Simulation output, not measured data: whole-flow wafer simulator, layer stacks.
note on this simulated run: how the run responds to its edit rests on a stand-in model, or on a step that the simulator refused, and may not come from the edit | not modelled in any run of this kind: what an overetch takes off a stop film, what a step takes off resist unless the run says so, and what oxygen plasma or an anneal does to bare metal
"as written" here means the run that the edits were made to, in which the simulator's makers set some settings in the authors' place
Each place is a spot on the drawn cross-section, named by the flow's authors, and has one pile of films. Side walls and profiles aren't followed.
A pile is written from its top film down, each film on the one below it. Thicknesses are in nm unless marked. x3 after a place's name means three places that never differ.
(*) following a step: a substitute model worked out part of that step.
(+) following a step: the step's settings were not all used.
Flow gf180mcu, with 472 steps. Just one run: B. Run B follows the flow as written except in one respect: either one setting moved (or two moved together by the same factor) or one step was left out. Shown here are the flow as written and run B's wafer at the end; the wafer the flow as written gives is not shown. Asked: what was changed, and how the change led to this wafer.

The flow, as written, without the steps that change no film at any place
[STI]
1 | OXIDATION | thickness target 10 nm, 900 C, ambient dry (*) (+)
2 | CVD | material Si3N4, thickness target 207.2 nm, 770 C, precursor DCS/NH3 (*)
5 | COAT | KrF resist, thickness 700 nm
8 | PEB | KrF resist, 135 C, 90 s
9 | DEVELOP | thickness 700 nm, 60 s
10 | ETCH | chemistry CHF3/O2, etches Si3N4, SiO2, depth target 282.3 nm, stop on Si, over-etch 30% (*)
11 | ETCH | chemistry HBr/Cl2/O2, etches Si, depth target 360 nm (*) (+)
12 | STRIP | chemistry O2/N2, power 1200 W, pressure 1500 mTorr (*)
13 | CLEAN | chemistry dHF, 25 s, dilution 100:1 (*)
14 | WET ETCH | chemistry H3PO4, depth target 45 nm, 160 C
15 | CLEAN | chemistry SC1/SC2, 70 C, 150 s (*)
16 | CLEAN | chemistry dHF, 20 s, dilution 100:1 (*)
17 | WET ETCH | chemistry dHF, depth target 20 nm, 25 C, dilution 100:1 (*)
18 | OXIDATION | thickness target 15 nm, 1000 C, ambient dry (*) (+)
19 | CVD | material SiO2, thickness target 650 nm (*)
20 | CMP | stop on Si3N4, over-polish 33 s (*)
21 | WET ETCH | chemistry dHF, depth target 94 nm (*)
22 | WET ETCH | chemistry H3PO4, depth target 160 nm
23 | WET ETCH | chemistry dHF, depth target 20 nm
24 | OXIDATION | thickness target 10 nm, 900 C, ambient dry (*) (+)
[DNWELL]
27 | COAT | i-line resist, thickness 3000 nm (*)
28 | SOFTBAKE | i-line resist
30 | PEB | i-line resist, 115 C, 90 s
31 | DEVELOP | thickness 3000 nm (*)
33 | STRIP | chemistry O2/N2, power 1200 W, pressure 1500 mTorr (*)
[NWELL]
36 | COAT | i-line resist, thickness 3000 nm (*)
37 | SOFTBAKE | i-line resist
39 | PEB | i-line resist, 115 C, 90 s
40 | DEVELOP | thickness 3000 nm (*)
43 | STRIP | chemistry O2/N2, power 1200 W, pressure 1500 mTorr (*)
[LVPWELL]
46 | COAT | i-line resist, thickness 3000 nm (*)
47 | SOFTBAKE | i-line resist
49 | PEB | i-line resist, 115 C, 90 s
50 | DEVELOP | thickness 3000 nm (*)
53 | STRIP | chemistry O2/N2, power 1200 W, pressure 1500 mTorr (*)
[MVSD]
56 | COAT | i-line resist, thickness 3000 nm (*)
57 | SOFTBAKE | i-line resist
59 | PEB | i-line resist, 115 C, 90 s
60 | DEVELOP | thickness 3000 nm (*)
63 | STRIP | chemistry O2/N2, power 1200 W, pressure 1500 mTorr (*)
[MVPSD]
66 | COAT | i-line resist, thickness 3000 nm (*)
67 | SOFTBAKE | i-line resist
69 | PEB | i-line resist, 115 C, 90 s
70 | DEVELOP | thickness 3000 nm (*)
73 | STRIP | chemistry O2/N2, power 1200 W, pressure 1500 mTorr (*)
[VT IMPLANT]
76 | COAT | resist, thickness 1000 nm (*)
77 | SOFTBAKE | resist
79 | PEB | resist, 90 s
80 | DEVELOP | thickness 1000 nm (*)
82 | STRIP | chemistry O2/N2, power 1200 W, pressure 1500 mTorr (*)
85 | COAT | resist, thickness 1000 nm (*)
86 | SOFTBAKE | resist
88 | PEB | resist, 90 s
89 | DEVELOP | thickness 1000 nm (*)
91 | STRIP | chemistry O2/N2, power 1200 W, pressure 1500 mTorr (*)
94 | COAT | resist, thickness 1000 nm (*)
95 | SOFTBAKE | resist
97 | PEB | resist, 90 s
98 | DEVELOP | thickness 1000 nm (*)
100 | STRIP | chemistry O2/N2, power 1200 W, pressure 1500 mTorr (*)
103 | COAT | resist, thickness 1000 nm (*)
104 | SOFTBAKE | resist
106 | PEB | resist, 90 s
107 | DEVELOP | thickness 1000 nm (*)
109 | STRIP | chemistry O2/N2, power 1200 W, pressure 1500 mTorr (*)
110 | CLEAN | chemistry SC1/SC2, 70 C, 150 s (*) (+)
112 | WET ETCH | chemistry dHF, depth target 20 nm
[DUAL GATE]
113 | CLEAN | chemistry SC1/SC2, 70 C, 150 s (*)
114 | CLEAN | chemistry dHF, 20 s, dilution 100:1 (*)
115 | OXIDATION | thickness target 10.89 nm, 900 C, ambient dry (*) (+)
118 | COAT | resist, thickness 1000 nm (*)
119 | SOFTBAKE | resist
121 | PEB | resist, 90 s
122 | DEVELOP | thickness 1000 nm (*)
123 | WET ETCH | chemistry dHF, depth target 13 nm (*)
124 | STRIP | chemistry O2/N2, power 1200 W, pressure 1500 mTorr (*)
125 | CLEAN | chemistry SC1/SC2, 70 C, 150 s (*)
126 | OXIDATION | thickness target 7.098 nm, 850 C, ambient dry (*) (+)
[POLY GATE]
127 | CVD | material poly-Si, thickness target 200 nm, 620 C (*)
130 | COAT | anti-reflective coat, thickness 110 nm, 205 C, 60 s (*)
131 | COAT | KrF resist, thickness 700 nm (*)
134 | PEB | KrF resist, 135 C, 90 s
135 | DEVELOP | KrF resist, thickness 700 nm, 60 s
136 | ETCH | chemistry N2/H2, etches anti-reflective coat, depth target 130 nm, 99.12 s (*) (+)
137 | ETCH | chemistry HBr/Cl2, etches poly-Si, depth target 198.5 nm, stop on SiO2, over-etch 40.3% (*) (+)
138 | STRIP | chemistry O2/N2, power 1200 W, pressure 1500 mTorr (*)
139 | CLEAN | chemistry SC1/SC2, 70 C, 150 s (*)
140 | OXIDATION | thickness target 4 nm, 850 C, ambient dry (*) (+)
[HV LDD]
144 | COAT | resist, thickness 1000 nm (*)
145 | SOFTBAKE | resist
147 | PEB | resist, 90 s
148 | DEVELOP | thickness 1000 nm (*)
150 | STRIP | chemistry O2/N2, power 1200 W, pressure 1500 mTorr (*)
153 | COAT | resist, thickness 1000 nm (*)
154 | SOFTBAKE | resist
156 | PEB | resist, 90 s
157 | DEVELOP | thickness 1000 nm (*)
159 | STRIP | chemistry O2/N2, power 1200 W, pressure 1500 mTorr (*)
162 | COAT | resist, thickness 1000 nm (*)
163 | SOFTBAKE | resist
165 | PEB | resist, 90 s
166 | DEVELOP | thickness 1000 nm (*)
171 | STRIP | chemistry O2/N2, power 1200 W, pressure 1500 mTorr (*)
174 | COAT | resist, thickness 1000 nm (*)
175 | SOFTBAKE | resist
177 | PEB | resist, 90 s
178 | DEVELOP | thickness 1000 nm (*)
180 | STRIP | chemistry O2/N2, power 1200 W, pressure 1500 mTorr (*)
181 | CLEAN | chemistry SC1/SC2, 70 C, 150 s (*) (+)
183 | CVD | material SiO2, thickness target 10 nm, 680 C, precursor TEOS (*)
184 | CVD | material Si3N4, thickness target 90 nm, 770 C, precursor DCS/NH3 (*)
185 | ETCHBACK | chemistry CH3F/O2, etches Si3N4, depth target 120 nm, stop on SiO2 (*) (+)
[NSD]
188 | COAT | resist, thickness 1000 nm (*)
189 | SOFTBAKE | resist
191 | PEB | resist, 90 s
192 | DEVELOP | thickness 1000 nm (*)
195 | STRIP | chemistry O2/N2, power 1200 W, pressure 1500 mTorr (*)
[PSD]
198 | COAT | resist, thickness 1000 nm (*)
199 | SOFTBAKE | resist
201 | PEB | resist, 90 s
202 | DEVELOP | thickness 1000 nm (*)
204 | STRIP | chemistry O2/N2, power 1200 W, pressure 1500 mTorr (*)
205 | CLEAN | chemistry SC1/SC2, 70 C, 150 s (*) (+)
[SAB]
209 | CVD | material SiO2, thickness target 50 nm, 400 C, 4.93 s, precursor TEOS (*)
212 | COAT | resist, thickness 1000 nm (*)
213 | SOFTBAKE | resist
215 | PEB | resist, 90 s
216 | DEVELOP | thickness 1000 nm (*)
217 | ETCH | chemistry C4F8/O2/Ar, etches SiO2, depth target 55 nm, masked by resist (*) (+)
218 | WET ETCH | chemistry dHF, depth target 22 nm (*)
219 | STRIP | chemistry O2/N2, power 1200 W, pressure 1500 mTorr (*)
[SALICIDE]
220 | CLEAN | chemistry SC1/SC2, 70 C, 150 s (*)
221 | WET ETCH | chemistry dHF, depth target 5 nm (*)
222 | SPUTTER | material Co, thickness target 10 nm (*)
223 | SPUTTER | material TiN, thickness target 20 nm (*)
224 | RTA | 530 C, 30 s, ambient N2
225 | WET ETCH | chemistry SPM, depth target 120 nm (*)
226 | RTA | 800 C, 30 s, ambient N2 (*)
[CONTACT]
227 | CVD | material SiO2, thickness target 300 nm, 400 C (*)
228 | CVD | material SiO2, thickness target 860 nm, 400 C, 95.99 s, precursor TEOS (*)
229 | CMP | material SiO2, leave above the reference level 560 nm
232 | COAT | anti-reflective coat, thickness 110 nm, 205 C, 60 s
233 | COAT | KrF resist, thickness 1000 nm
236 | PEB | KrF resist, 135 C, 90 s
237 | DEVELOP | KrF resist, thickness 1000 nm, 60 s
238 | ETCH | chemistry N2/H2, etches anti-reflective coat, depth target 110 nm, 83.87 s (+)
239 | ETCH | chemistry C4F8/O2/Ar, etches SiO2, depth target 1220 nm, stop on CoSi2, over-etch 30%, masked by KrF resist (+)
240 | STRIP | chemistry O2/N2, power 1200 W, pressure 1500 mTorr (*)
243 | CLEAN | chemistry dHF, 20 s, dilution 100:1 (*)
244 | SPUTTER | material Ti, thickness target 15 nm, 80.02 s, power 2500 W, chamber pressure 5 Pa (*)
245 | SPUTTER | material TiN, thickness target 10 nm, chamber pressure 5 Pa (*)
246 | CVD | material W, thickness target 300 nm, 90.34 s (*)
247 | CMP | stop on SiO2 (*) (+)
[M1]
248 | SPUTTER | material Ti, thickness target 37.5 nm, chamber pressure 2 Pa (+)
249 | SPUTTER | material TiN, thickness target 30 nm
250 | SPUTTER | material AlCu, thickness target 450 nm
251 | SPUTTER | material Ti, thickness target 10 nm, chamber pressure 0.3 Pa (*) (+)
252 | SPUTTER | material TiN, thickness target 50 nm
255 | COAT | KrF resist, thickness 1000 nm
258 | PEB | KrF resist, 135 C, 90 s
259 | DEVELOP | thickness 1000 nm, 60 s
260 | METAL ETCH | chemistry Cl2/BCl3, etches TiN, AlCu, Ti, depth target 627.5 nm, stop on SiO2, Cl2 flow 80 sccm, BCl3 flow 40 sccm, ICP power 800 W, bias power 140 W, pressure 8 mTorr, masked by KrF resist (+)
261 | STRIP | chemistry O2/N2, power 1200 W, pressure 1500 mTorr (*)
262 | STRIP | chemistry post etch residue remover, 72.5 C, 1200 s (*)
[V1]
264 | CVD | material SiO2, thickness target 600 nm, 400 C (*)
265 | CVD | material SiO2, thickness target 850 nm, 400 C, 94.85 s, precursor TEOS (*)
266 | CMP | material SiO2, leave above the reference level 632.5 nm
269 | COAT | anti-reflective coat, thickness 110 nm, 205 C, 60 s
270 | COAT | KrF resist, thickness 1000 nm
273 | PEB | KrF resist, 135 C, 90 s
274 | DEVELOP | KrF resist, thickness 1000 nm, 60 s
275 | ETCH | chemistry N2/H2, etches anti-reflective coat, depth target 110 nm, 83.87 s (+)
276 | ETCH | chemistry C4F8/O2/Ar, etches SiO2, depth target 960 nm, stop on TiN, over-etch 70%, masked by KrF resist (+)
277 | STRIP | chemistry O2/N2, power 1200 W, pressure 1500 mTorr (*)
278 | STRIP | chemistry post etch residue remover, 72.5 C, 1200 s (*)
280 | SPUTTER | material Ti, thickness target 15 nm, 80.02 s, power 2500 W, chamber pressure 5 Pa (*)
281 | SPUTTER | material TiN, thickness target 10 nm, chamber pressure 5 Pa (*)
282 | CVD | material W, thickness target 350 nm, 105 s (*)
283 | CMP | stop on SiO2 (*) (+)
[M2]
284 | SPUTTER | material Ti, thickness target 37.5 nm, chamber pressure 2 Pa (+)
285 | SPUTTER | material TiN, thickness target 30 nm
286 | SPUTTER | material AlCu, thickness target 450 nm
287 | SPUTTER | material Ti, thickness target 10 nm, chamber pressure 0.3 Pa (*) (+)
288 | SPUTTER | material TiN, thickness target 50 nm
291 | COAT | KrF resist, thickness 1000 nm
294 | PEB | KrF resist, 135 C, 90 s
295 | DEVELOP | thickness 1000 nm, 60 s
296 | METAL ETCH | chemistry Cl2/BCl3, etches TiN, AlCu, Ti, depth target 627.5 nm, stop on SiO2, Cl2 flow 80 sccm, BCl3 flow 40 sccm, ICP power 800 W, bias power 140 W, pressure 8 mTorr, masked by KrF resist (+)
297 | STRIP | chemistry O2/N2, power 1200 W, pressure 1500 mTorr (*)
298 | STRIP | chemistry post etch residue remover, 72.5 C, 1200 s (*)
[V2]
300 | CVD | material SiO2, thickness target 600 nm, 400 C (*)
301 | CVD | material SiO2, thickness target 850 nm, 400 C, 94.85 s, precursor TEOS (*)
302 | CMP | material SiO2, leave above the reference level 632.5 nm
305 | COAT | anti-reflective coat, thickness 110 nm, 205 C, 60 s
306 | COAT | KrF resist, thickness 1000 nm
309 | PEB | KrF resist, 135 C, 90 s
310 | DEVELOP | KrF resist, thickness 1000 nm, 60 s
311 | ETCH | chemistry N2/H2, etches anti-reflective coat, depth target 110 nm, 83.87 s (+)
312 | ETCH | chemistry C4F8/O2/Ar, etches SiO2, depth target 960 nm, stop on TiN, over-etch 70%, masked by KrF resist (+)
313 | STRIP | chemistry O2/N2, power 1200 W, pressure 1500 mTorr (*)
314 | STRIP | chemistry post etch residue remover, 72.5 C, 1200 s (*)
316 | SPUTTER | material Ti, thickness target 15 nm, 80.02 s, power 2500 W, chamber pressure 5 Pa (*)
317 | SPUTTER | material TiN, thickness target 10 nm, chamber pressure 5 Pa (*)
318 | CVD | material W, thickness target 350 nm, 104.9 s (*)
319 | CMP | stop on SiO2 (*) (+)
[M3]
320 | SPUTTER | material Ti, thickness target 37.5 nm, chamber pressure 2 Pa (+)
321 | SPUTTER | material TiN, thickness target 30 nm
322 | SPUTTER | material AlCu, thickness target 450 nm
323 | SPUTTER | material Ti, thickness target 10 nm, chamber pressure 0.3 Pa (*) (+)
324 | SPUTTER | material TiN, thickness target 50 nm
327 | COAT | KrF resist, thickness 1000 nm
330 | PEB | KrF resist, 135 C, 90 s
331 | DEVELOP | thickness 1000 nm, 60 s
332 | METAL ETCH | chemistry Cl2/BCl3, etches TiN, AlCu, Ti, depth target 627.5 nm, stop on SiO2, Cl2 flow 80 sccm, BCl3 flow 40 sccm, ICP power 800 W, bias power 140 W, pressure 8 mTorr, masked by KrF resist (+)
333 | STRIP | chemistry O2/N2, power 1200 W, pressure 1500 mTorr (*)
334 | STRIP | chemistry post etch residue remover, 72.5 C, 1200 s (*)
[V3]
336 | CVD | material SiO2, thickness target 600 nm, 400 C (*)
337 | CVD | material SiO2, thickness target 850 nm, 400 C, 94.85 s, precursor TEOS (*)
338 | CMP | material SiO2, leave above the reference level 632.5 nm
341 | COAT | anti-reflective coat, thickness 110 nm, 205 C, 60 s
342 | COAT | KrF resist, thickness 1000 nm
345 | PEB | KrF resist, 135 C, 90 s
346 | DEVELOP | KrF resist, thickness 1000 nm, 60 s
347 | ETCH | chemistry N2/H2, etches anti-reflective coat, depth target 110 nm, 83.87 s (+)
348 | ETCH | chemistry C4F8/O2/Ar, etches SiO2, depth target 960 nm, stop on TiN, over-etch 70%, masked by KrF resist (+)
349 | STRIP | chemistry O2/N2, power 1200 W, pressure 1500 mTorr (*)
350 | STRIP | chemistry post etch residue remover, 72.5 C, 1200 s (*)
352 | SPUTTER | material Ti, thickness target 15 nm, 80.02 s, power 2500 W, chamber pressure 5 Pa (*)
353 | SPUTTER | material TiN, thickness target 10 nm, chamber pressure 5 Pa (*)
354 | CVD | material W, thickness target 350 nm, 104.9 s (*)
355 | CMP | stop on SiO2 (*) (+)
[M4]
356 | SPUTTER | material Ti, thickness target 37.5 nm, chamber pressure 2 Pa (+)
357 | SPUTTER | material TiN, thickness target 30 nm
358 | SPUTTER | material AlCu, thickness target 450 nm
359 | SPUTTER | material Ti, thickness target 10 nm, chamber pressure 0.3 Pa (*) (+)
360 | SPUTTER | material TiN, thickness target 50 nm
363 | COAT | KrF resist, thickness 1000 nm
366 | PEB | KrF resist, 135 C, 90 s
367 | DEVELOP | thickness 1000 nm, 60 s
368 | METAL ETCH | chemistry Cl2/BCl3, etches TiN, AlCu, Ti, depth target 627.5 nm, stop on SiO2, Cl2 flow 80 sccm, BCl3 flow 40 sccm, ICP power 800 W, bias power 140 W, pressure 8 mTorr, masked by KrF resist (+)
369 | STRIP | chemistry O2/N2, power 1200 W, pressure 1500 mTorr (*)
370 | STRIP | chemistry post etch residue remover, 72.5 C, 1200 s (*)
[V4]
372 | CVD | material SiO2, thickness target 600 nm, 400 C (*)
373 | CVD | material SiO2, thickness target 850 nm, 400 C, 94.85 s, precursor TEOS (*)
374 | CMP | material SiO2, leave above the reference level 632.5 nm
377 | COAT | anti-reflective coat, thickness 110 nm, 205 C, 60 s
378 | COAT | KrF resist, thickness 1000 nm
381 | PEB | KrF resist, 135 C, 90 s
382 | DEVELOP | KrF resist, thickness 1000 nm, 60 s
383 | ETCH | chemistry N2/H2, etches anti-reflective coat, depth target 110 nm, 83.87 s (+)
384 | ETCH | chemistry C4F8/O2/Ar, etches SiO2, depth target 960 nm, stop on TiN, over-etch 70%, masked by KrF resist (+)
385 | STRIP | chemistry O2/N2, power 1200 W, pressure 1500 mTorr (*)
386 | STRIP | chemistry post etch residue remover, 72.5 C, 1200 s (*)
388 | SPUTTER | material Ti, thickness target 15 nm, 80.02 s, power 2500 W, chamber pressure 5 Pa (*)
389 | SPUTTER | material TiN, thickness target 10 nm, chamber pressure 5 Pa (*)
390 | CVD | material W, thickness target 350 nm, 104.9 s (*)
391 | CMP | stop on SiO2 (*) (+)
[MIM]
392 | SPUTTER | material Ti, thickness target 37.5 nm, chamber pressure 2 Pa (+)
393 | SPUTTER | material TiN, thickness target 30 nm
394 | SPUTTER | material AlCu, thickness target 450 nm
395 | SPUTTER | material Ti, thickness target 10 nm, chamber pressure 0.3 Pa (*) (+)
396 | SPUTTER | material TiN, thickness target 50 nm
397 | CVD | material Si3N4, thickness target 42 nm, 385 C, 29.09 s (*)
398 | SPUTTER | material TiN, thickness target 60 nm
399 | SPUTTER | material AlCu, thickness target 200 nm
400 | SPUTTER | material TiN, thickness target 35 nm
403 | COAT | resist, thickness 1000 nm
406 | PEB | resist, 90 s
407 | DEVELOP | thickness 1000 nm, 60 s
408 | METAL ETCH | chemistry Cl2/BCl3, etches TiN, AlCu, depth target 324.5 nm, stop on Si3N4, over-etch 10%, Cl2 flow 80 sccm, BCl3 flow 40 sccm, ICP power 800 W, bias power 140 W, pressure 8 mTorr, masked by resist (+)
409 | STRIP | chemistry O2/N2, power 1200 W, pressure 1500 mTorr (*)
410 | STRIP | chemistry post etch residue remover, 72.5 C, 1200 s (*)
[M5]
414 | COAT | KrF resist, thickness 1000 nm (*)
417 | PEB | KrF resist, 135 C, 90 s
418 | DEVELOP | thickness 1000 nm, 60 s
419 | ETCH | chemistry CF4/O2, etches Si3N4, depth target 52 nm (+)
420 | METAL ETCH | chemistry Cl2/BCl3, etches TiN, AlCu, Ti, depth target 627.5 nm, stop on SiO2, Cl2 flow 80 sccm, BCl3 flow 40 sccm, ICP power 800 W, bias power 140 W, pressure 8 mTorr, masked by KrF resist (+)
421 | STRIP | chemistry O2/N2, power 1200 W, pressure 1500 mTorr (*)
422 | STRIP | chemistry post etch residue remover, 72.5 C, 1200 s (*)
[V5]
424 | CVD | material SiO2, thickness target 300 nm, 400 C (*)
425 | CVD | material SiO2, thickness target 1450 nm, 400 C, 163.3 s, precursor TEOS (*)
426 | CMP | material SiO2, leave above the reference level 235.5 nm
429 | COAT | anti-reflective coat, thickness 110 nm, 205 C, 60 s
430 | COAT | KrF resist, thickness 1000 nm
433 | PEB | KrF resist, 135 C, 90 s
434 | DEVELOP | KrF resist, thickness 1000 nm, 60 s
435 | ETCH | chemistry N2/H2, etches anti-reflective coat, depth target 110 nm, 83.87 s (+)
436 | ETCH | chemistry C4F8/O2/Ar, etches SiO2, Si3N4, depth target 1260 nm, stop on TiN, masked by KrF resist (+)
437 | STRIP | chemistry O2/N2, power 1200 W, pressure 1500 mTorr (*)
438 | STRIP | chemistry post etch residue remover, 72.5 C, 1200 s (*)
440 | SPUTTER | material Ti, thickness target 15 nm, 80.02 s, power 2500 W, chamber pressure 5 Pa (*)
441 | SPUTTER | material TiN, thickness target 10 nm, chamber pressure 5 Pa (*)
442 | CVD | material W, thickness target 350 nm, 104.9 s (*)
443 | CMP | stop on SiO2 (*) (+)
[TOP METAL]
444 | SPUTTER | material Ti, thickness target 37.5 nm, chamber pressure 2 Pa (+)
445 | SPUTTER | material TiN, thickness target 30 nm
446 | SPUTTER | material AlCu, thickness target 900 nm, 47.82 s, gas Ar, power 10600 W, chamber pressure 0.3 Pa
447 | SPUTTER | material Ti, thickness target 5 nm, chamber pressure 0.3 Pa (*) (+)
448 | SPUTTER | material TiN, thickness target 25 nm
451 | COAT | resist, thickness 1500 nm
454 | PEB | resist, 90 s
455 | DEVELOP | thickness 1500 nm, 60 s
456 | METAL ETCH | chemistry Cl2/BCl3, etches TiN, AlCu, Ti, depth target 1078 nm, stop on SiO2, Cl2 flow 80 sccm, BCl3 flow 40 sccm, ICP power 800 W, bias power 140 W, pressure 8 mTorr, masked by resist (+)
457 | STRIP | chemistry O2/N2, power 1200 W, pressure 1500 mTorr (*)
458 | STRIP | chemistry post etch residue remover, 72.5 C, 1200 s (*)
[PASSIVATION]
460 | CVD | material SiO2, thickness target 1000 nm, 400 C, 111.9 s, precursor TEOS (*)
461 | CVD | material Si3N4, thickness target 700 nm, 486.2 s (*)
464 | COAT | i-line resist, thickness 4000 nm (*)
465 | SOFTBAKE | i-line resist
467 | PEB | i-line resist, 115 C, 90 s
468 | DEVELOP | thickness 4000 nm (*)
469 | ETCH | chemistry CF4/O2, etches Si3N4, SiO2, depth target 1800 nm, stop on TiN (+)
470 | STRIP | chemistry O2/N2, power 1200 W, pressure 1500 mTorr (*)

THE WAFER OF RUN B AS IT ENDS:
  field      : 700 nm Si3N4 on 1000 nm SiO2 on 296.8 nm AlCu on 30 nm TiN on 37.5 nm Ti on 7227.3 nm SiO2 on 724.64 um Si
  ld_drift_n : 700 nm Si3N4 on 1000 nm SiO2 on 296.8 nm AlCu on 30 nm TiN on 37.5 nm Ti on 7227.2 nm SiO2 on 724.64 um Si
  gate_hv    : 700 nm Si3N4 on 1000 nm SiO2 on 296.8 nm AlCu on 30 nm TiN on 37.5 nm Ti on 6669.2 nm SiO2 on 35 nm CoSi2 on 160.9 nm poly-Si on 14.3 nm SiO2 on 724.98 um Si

Cause: step 446, SPUTTER: thickness target 1350 nm was run, though the flow has thickness target 900 nm.

The path from the change to this, step by step:
  446 | SPUTTER | material AlCu, thickness target 900 nm, 47.82 s, gas Ar, power 10600 W, chamber pressure 0.3 Pa
      field, field__w1, field__w2 and 109 more: AlCu gains 1350 (new film) (it would be, as written: AlCu gains 900 (new film))
  456 | METAL ETCH | chemistry Cl2/BCl3, etches TiN, AlCu, Ti, depth target 1078 nm, stop on SiO2, Cl2 flow 80 sccm, BCl3 flow 40 sccm, ICP power 800 W, bias power 140 W, pressure 8 mTorr, masked by resist (+)
      field, field__w1, field__w2 and 103 more: TiN loses 25 (all of it), Ti loses 5 (all of it), AlCu loses 1047.5 (it would be, as written: TiN loses 25 (all of it), Ti loses 5 (all of it), AlCu loses 900 (all of it), TiN loses 30 (all of it), Ti loses 37.5 (all of it))
  458 | STRIP | chemistry post etch residue remover, 72.5 C, 1200 s (*)
      field, field__w1, field__w2 and 103 more: AlCu loses 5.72 (it would be, as written: nothing)
  460 | CVD | material SiO2, thickness target 1000 nm, 400 C, 111.9 s, precursor TEOS (*)
      field, field__w1, field__w2 and 103 more: SiO2 gains 1000 (new film) (it would be, as written: SiO2 gains 1000)
  464 | COAT | i-line resist, thickness 4000 nm (*)
      field__w8: i-line resist gains 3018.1 (new film) (it would be, as written: i-line resist gains 3093.1 (new film))
      contact: i-line resist gains 3059.2 (new film) (it would be, as written: i-line resist gains 3153.6 (new film))
      (also at 4 further places)
  465 | SOFTBAKE | i-line resist
      field__w5, field__w9: i-line resist gains 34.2 (it would be, as written: i-line resist gains 37.3)
      field__w11, field__w13: i-line resist gains 35.5 (it would be, as written: i-line resist gains 37.9)
      (also at 56 further places)
  467 | PEB | i-line resist, 115 C, 90 s
      field__w8, m1__w1: i-line resist loses 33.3 (it would be, as written: i-line resist loses 34.7)
      contact, m1: i-line resist loses 33.6 (it would be, as written: i-line resist loses 35.1)
      (also at 2 further places)
  468 | DEVELOP | thickness 4000 nm (*)
      pad: i-line resist loses 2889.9 (all of it) (it would be, as written: i-line resist loses 2974.8 (all of it))
  470 | STRIP | chemistry O2/N2, power 1200 W, pressure 1500 mTorr (*)
      field__w8, m1__w1: i-line resist loses 1705.3 (all of it) (it would be, as written: i-line resist loses 1787.7 (all of it))
      contact: i-line resist loses 1722 (all of it) (it would be, as written: i-line resist loses 1811.2 (all of it))
      (also at 2 further places)
Taking metal films that touch as one body, field has 1 body; the flow as written gives 0 bodies.
Taking metal films that touch as one body, ld_drift_n has 1 body; the flow as written gives 0 bodies.
Taking metal films that touch as one body, gate_hv has 2 bodies (between them, from the top down: SiO2 6669.2); the flow as written gives 1 body.
